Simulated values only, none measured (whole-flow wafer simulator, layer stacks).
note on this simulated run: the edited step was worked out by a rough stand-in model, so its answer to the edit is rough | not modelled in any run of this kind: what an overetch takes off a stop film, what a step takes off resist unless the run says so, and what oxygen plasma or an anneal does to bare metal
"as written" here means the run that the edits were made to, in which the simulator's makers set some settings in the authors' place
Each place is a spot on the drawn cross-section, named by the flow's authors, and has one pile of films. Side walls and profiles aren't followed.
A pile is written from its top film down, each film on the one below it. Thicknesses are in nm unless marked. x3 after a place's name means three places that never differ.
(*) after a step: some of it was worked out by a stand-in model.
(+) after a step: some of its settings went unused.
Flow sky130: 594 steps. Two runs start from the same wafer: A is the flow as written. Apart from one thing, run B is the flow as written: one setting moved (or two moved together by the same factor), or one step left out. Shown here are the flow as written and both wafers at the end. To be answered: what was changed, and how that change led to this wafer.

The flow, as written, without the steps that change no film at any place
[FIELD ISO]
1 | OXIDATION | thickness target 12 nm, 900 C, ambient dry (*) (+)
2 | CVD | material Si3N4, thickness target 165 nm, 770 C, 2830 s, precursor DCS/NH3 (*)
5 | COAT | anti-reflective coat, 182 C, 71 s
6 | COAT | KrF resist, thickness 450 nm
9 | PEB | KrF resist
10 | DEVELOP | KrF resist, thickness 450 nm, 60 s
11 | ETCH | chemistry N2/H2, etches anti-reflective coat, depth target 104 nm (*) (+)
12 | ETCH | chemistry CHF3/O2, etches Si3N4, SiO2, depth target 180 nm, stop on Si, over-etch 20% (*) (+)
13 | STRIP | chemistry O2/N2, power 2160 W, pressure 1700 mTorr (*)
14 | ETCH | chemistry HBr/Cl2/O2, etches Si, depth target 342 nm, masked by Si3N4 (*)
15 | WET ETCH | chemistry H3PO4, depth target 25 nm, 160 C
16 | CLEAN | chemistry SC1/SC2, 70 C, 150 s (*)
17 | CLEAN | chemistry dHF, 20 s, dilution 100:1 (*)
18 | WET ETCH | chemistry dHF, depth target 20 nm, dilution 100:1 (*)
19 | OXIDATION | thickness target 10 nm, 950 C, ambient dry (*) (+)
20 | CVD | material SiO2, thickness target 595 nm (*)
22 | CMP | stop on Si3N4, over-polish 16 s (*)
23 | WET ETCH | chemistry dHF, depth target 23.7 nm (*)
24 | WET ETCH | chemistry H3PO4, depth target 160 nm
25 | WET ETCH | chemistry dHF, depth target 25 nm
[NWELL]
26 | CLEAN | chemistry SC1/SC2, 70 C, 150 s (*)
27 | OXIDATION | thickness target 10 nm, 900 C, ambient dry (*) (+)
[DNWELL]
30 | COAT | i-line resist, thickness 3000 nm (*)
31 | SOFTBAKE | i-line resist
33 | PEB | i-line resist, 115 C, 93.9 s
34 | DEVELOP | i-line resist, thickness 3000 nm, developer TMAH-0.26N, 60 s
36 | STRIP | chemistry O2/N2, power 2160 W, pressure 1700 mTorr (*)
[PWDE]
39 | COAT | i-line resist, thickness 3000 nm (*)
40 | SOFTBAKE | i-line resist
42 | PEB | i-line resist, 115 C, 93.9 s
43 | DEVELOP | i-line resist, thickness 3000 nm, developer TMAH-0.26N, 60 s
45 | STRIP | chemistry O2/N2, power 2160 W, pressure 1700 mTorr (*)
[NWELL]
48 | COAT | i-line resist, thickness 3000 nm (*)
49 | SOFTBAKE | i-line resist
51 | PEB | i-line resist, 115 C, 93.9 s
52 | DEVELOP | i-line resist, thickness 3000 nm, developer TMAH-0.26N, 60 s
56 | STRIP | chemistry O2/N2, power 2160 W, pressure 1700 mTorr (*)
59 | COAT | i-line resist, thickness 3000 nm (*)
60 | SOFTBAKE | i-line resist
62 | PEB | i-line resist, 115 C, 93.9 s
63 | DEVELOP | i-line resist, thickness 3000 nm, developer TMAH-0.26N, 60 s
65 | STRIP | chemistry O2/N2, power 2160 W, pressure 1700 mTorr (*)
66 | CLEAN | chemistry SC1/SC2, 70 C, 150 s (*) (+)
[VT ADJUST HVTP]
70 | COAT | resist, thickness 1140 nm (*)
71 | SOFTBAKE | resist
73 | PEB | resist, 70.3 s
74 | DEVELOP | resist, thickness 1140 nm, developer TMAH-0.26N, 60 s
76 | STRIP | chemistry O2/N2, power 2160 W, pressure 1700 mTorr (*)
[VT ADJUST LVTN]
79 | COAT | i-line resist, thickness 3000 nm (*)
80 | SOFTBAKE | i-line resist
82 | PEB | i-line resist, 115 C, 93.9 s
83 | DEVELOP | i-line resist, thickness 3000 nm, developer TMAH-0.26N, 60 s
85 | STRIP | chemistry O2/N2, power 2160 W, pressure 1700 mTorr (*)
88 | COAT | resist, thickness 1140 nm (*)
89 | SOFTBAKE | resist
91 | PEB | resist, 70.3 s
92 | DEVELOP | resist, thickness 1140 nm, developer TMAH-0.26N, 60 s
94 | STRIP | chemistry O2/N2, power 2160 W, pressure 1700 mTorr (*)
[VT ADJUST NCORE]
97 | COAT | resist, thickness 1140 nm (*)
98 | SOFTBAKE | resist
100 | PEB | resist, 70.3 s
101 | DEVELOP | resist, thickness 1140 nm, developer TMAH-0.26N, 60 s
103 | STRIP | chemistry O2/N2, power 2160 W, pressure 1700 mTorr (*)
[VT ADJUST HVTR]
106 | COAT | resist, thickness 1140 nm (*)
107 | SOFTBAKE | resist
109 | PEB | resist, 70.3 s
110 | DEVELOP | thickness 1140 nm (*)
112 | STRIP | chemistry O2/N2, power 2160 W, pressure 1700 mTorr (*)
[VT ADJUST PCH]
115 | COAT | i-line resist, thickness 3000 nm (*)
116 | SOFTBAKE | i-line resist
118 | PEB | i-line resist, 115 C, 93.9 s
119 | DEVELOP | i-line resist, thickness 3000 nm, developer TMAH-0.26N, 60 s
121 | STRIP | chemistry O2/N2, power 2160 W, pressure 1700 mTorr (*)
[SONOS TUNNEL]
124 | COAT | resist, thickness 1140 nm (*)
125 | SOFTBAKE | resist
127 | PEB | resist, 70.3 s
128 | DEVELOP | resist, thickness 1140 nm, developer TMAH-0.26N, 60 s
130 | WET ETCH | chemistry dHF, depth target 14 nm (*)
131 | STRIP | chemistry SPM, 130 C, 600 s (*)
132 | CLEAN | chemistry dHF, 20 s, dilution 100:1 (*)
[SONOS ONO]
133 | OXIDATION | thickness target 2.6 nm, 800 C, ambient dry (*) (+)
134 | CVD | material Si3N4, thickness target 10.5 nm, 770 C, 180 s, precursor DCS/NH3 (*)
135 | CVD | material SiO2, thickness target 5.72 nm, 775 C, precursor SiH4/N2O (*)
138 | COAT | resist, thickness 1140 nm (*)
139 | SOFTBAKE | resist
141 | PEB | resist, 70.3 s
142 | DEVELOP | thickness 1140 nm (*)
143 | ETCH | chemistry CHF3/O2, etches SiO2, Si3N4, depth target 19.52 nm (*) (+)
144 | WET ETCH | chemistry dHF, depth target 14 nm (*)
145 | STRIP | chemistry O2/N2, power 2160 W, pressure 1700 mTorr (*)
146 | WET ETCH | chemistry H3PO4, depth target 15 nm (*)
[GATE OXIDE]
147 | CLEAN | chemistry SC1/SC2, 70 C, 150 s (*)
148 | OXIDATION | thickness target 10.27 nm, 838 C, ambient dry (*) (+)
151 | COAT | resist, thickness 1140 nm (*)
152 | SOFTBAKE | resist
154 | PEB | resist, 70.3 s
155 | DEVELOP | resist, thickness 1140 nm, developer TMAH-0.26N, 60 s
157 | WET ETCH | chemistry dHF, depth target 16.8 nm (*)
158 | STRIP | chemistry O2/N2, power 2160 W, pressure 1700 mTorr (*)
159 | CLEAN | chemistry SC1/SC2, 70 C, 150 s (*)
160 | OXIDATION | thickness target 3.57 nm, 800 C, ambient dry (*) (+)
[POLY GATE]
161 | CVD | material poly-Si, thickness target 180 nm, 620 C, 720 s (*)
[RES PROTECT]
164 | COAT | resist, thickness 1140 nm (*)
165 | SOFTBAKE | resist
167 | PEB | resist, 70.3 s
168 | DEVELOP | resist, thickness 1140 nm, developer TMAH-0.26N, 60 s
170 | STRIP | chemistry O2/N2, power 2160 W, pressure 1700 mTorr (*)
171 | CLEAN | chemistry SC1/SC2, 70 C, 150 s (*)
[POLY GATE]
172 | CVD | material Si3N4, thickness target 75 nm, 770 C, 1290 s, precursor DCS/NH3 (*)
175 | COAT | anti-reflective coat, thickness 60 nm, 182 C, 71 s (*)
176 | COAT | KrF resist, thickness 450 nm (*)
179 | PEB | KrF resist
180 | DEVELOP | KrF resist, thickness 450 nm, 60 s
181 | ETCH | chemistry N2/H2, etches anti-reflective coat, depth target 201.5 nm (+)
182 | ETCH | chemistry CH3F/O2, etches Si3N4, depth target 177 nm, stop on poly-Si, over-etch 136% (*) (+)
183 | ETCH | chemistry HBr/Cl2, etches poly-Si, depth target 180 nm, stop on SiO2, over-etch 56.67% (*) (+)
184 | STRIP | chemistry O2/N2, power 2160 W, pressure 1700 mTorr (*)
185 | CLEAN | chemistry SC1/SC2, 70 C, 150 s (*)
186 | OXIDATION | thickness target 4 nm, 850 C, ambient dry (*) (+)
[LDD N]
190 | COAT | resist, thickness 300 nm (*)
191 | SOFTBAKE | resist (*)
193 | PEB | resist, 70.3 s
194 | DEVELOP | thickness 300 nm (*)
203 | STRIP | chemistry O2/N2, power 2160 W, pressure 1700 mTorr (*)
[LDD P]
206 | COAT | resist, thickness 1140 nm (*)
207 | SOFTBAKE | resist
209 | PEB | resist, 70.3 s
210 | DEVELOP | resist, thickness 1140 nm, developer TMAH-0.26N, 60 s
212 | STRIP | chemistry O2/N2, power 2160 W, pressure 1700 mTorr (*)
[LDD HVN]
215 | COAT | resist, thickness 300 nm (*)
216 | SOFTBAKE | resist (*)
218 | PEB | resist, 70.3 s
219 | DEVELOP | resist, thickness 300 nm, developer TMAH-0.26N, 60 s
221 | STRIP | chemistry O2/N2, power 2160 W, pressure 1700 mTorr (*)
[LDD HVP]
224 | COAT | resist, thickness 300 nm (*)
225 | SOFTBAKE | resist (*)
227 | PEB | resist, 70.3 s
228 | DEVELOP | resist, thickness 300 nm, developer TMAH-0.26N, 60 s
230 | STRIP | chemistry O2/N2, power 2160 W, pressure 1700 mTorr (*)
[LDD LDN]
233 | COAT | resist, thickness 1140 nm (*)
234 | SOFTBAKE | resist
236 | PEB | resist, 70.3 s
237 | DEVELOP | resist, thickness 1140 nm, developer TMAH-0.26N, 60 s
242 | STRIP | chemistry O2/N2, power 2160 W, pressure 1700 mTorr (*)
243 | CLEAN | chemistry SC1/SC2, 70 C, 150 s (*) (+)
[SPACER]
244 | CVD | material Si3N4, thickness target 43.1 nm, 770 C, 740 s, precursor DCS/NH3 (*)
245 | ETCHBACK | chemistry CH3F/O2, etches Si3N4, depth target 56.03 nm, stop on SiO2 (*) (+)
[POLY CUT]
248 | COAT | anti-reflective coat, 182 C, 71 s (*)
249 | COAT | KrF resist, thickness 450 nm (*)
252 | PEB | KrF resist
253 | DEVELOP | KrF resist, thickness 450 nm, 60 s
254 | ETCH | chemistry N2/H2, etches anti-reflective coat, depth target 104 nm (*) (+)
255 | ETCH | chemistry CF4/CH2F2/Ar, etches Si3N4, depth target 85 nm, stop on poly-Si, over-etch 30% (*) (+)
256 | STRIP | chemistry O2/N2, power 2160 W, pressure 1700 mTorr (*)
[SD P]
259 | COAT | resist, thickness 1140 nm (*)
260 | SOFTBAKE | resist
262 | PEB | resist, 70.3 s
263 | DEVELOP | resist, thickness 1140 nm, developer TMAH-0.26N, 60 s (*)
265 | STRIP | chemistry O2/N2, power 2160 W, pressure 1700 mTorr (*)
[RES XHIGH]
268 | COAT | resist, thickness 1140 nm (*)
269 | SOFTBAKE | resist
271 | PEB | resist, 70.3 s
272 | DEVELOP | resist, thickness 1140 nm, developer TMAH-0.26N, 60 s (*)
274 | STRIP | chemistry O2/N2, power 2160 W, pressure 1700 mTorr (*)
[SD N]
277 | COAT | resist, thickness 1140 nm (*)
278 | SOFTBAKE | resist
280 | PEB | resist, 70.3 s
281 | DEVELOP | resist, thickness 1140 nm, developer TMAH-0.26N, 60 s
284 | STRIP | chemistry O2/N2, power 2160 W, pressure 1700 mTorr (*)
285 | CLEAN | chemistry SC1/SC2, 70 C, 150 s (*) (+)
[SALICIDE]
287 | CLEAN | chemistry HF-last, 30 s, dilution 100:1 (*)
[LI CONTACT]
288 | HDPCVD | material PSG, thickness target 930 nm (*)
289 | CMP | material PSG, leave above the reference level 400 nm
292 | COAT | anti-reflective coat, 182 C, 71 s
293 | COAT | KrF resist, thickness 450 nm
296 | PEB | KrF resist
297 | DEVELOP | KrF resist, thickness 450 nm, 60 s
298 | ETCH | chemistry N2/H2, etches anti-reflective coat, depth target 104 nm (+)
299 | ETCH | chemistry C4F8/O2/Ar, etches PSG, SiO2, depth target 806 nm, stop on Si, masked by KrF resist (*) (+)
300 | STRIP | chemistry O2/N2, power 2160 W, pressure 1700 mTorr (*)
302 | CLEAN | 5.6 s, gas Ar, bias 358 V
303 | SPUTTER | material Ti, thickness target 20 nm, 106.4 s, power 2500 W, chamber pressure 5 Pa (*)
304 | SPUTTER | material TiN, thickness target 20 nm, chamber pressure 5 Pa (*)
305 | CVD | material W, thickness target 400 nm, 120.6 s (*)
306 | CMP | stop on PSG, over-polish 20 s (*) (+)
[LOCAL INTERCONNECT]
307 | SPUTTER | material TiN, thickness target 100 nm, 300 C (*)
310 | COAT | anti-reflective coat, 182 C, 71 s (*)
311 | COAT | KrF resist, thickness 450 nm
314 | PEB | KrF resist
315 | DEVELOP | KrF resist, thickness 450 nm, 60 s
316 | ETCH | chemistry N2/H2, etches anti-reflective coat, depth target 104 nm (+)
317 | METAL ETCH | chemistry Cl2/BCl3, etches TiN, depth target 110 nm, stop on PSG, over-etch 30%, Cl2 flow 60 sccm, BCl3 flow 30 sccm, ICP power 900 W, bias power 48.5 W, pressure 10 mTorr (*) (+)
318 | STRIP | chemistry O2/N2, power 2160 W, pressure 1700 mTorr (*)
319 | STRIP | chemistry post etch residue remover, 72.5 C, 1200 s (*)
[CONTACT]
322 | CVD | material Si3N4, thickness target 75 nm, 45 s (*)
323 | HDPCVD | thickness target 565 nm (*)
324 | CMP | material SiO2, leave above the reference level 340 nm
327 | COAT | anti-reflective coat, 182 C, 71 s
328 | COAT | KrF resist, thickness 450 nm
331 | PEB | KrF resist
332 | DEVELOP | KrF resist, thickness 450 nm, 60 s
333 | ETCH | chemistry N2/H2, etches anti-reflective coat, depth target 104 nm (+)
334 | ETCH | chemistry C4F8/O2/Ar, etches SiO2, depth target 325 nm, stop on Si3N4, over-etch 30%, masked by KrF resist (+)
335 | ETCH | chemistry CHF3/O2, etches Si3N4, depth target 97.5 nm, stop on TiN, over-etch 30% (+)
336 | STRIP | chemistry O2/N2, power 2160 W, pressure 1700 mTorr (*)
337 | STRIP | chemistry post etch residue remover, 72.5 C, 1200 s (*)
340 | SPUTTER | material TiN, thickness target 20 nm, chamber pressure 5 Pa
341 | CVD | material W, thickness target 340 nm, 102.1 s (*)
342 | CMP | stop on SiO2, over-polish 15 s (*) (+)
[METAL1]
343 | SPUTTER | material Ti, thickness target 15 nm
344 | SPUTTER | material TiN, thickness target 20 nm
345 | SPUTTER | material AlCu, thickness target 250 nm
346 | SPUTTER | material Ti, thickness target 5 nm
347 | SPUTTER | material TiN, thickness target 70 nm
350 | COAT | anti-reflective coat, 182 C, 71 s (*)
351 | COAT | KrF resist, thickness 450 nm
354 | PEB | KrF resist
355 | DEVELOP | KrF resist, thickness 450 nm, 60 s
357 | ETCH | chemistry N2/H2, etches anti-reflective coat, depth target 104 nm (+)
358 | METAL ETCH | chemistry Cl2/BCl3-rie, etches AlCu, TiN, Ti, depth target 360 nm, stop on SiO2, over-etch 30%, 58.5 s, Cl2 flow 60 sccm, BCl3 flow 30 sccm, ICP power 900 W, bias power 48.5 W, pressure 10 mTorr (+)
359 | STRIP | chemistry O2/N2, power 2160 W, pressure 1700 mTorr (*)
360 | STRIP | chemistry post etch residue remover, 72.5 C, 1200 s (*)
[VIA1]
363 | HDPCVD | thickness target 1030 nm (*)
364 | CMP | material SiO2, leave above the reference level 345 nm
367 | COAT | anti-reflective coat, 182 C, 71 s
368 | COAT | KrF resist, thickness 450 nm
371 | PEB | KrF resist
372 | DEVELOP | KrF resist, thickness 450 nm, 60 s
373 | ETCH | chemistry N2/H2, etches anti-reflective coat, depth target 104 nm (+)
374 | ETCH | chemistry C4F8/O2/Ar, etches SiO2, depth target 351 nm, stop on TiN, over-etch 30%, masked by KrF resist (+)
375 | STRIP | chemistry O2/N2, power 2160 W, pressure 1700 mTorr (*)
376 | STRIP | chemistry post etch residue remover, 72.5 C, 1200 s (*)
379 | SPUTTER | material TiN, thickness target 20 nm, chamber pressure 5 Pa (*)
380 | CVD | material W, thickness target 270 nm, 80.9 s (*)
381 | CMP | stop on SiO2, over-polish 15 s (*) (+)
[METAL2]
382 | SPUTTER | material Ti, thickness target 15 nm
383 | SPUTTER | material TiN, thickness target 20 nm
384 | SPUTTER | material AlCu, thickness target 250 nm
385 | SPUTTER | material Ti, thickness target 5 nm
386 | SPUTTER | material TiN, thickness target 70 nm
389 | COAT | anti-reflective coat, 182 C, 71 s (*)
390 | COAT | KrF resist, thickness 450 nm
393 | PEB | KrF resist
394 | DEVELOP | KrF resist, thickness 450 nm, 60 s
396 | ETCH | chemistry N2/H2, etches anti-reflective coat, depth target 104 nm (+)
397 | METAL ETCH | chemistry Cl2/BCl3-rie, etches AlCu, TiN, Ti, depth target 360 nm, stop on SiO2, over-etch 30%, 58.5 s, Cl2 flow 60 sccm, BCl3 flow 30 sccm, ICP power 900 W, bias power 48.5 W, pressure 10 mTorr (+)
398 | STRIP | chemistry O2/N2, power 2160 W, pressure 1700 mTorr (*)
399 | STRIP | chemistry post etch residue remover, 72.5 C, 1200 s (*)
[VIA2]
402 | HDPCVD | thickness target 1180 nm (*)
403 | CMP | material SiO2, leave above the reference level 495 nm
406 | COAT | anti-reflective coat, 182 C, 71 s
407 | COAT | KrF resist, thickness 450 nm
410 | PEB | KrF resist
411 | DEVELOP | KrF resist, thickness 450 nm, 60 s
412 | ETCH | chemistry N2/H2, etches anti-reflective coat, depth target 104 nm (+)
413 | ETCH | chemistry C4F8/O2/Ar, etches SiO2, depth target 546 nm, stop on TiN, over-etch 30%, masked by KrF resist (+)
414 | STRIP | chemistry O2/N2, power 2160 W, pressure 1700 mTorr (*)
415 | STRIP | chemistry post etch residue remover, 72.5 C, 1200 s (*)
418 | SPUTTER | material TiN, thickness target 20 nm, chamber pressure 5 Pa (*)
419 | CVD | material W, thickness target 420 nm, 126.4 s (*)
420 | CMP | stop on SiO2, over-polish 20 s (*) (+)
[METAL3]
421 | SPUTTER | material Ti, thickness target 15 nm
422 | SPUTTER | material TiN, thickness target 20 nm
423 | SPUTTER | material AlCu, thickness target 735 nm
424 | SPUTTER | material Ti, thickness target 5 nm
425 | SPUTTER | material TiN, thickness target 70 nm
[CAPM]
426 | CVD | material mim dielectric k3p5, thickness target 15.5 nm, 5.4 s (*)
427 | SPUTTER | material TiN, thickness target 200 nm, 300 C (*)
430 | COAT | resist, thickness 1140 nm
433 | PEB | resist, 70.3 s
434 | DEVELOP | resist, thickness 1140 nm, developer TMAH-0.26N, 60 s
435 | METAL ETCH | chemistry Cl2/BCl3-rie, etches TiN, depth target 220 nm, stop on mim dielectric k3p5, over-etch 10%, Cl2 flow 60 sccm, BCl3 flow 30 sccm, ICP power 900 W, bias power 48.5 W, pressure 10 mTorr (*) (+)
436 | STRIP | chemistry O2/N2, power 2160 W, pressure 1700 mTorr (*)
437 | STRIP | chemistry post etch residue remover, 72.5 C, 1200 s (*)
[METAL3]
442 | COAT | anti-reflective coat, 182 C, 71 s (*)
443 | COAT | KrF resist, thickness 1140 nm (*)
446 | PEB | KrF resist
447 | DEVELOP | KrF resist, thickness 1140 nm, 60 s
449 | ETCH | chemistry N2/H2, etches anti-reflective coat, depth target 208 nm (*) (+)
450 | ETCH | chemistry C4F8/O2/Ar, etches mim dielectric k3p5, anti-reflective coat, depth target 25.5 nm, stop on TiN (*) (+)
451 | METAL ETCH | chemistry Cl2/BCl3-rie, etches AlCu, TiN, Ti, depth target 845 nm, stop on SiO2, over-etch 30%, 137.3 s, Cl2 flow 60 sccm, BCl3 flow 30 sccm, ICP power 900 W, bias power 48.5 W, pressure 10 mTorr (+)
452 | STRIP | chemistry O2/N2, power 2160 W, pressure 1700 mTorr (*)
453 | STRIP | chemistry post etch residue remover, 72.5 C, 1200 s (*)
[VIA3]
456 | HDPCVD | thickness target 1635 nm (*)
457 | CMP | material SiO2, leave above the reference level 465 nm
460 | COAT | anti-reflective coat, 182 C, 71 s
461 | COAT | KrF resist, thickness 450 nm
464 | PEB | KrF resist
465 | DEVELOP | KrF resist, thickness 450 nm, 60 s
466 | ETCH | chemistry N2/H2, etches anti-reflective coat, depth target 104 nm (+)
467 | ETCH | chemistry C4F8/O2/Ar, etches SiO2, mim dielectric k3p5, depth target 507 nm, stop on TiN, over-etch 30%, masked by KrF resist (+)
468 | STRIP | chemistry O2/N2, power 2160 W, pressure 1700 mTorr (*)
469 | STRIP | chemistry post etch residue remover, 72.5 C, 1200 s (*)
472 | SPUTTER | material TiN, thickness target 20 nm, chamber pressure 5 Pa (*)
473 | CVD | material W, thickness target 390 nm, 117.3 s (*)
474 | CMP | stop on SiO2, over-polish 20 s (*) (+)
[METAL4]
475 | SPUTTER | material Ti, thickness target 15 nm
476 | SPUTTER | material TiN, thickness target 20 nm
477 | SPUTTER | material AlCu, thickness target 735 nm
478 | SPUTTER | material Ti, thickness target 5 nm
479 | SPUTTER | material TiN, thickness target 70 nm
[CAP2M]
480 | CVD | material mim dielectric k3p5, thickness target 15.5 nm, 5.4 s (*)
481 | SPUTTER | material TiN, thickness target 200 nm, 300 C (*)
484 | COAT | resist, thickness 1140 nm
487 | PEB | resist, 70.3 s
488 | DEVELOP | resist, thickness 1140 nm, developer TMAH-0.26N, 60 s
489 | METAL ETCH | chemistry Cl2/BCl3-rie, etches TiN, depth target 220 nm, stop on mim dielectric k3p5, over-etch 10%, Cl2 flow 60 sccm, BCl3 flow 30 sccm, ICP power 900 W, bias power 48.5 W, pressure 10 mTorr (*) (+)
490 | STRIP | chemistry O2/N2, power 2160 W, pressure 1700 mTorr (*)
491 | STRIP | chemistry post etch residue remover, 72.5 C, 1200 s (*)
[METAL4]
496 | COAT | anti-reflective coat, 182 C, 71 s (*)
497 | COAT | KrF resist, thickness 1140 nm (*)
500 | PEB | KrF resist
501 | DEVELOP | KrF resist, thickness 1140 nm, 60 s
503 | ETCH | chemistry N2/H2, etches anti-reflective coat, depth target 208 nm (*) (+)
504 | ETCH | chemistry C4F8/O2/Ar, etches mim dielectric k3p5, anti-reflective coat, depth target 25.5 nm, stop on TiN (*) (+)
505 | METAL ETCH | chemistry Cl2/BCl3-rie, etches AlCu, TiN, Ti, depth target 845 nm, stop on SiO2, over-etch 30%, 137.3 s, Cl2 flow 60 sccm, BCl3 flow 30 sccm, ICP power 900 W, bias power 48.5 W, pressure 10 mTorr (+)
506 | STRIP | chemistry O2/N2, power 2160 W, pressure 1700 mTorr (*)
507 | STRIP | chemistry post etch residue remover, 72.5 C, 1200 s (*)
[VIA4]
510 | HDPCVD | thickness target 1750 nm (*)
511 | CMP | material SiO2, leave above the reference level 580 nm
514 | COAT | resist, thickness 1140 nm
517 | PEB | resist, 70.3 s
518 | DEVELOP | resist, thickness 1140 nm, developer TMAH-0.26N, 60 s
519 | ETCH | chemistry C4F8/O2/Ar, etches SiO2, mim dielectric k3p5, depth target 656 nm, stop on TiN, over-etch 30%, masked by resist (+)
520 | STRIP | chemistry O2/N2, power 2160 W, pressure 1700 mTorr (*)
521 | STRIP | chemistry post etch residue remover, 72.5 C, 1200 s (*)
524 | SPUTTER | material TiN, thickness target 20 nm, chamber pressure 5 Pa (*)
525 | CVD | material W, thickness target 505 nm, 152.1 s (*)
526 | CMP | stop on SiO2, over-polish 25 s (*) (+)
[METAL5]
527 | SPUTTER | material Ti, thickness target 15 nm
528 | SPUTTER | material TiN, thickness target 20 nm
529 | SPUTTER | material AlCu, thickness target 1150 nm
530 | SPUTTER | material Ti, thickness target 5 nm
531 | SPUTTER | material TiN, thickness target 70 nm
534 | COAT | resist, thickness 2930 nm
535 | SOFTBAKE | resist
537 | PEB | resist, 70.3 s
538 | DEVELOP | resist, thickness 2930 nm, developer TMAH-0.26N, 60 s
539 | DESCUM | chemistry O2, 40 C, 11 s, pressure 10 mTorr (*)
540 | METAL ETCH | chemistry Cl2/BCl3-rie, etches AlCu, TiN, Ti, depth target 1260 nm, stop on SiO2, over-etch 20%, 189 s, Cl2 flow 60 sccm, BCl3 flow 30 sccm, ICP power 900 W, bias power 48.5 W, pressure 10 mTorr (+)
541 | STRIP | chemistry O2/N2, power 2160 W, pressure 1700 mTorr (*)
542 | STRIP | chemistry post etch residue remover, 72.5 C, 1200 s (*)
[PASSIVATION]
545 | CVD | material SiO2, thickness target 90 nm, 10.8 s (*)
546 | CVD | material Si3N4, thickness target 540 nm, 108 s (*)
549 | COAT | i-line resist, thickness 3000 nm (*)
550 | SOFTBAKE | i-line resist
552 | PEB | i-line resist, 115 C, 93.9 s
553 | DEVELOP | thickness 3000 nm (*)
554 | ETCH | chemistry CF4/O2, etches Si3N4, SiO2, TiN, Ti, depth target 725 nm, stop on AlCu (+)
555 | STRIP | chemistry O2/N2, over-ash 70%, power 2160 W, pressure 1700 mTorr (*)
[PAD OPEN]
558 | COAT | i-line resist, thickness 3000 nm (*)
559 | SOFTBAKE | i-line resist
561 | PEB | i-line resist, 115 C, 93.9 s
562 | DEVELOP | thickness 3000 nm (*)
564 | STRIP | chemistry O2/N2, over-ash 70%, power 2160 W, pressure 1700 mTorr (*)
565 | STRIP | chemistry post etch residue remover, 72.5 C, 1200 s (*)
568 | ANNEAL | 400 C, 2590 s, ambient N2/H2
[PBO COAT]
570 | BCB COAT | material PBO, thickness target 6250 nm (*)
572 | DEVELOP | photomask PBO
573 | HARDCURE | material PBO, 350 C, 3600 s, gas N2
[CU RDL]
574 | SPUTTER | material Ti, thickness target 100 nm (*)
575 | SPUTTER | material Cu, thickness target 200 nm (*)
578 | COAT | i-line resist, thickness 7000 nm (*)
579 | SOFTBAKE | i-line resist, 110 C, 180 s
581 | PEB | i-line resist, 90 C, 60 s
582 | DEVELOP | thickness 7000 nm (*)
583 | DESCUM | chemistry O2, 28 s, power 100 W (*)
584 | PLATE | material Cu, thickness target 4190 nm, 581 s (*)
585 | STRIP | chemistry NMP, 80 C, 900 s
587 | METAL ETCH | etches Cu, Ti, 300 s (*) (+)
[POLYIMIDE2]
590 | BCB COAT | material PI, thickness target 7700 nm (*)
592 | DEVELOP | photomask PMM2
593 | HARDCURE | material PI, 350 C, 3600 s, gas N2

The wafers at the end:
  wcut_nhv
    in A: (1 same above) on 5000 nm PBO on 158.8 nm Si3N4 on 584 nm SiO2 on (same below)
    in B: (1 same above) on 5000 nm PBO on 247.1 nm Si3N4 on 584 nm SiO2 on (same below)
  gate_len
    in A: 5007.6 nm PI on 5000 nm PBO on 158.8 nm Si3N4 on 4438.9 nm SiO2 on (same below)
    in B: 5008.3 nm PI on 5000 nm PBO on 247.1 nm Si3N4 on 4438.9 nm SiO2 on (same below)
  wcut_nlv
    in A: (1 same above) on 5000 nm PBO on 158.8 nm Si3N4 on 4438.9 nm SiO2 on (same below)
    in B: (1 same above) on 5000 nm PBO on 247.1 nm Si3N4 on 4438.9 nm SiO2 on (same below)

What caused this: step 546, CVD: thickness target 842 nm was run, though the flow has thickness target 540 nm; step 546, CVD: 168 s was run, where the flow has 108 s.

How this came from the change, step by step:
  546 | CVD | material Si3N4, thickness target 540 nm, 108 s (*)
      field, active, n_well and 190 more: A +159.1 Si3N4 (new film) | B +247.5 Si3N4 (new film)
  550 | SOFTBAKE | i-line resist
      active: A +12 i-line resist | B +13.9 i-line resist
      gate: A -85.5 i-line resist | B -90.6 i-line resist
      (as well as at 63 more places)
  554 | ETCH | chemistry CF4/O2, etches Si3N4, SiO2, TiN, Ti, depth target 725 nm, stop on AlCu (+)
      field, active, n_well and 189 more: A -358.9 i-line resist | B -447.2 i-line resist
      pad: A -159.1 Si3N4 (all of it), -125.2 SiO2 (all of it), -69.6 TiN (all of it), -5 Ti (all of it) | B -247.5 Si3N4 (all of it), -125.2 SiO2 (all of it), -69.6 TiN (all of it), -5 Ti (all of it)
  555 | STRIP | chemistry O2/N2, over-ash 70%, power 2160 W, pressure 1700 mTorr (*)
      gate_hv, dice_street, iso_guard and 83 more: A -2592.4 i-line resist (all of it) | B -2504.1 i-line resist (all of it)
      n_well, p_well, sd_n, sd_p: A -1340.8 i-line resist (all of it) | B -1252.5 i-line resist (all of it)
      (as well as at 102 more places)
  558 | COAT | i-line resist, thickness 3000 nm (*)
      pad: A +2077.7 i-line resist (new film) | B +2166.5 i-line resist (new film)
  559 | SOFTBAKE | i-line resist
      field: A +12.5 i-line resist | B +14.5 i-line resist
      active: A +12 i-line resist | B +13.9 i-line resist
      (as well as at 70 more places)
  561 | PEB | i-line resist, 115 C, 93.9 s
      pad: A -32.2 i-line resist | B -33.7 i-line resist
  562 | DEVELOP | thickness 3000 nm (*)
      pad: A -2045.5 i-line resist (all of it) | B -2132.8 i-line resist (all of it)
  578 | COAT | i-line resist, thickness 7000 nm (*)
      pad: A +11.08 um i-line resist (new film) | B +11.17 um i-line resist (new film)
  579 | SOFTBAKE | i-line resist, 110 C, 180 s
      ndiff_licon_rim, ndiff_licon: A -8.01 i-line resist | B -9.26 i-line resist
      rpo_hd_licon, mim2: A -14.9 i-line resist | B -16.2 i-line resist
      (as well as at 29 more places)
  582 | DEVELOP | thickness 7000 nm (*)
      pad: A -11.08 um i-line resist (all of it) | B -11.17 um i-line resist (all of it)
